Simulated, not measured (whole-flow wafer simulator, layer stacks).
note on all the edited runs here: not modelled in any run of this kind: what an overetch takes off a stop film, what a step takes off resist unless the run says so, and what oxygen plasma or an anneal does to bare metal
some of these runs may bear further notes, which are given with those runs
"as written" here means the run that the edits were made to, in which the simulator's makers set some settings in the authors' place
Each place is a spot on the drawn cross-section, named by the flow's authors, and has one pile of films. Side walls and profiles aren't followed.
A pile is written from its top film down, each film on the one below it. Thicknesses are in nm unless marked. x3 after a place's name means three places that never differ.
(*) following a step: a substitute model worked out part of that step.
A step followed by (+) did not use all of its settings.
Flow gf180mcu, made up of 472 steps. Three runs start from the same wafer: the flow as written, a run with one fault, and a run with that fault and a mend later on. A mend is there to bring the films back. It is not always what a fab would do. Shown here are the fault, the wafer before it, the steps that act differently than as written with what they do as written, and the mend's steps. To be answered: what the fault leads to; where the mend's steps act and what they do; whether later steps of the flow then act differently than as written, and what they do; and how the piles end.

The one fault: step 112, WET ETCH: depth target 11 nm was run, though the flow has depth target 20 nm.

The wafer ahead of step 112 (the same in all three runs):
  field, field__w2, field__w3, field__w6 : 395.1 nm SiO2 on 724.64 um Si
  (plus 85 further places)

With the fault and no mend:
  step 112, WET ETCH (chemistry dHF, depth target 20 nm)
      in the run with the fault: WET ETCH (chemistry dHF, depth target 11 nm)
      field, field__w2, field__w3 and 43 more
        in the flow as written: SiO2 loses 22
        in the run with the fault: SiO2 loses 12.1
  Later steps of the flow acting differently than as written (46 other steps are not shown; they differ only slightly, by no more than 2% or 0.5 nm, whichever is larger):
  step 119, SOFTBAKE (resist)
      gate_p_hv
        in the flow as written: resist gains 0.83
        in the run with the fault: resist gains 1.34
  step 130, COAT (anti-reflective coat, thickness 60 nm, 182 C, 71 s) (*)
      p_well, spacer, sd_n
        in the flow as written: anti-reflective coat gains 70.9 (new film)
        in the run with the fault: anti-reflective coat gains 80.4 (new film)
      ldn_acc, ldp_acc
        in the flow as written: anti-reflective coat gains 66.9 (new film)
        in the run with the fault: anti-reflective coat gains 70.7 (new film)
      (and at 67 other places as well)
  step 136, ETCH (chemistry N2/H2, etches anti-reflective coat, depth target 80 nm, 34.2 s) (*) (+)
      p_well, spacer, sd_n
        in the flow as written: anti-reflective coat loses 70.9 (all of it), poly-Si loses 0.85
        in the run with the fault: anti-reflective coat loses 80.4 (all of it), poly-Si loses 0.61
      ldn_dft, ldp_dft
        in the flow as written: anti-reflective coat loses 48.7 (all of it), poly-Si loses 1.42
        in the run with the fault: anti-reflective coat loses 44.4 (all of it), poly-Si loses 1.53
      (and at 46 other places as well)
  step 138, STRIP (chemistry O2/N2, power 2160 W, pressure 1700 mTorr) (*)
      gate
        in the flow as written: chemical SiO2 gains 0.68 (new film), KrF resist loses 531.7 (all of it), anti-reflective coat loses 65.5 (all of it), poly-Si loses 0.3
        in the run with the fault: chemical SiO2 gains 0.68 (new film), KrF resist loses 532.2 (all of it), anti-reflective coat loses 69.8 (all of it), poly-Si loses 0.3
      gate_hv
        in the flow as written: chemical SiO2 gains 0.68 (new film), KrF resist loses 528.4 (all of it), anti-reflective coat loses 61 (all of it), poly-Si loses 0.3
        in the run with the fault: chemical SiO2 gains 0.68 (new film), KrF resist loses 530.4 (all of it), anti-reflective coat loses 62.6 (all of it), poly-Si loses 0.3
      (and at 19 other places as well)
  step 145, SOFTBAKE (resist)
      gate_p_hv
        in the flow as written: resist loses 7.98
        in the run with the fault: resist loses 7.42
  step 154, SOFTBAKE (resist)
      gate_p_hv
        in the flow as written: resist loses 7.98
        in the run with the fault: resist loses 7.42
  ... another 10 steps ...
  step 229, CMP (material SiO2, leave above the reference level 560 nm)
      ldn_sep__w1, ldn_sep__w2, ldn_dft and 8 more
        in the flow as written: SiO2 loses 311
        in the run with the fault: SiO2 loses 320.9
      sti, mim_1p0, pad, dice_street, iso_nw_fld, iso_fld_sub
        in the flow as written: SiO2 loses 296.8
        in the run with the fault: SiO2 loses 306.7
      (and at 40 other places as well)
  The piles end different from the flow's at ld_fp_n, ld_fp_p, npoly_u and 9 more by more than 2% or 0.5 nm, whichever is larger.
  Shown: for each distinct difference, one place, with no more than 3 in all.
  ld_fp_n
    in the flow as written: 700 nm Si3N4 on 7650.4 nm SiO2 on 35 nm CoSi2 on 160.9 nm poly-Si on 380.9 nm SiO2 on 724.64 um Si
    in the run with the fault: 700 nm Si3N4 on 7640.5 nm SiO2 on 35 nm CoSi2 on 160.9 nm poly-Si on 390.8 nm SiO2 on 724.64 um Si
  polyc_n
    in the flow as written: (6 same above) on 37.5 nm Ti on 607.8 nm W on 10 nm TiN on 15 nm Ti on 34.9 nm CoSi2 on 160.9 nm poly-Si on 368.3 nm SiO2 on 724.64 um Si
    in the run with the fault: (6 same above) on 37.5 nm Ti on 597.9 nm W on 10 nm TiN on 15 nm Ti on 34.9 nm CoSi2 on 160.9 nm poly-Si on 378.2 nm SiO2 on 724.64 um Si
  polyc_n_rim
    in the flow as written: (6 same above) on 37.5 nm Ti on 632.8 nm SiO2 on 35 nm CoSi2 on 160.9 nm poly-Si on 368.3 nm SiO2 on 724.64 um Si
    in the run with the fault: (6 same above) on 37.5 nm Ti on 622.9 nm SiO2 on 35 nm CoSi2 on 160.9 nm poly-Si on 378.2 nm SiO2 on 724.64 um Si

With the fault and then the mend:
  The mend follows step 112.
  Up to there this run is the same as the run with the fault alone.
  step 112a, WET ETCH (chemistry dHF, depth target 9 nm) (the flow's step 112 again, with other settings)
      field, field__w2, field__w3 and 43 more
        SiO2 loses 9
  Later steps of the flow acting differently than as written (57 other steps are not shown; they differ only slightly, by no more than 2% or 0.5 nm, whichever is larger):
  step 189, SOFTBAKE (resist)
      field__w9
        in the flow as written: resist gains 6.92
        in the run with the mend: resist loses 3.07
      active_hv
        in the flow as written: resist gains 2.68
        in the run with the mend: resist loses 0.53
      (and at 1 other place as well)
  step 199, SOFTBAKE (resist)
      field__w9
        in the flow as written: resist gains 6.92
        in the run with the mend: resist loses 3.07
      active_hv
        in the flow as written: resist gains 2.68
        in the run with the mend: resist loses 0.53
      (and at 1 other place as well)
  At the end the piles are close to the flow's at the places that both follow, differing by at most 2% or 0.5 nm, whichever is larger.
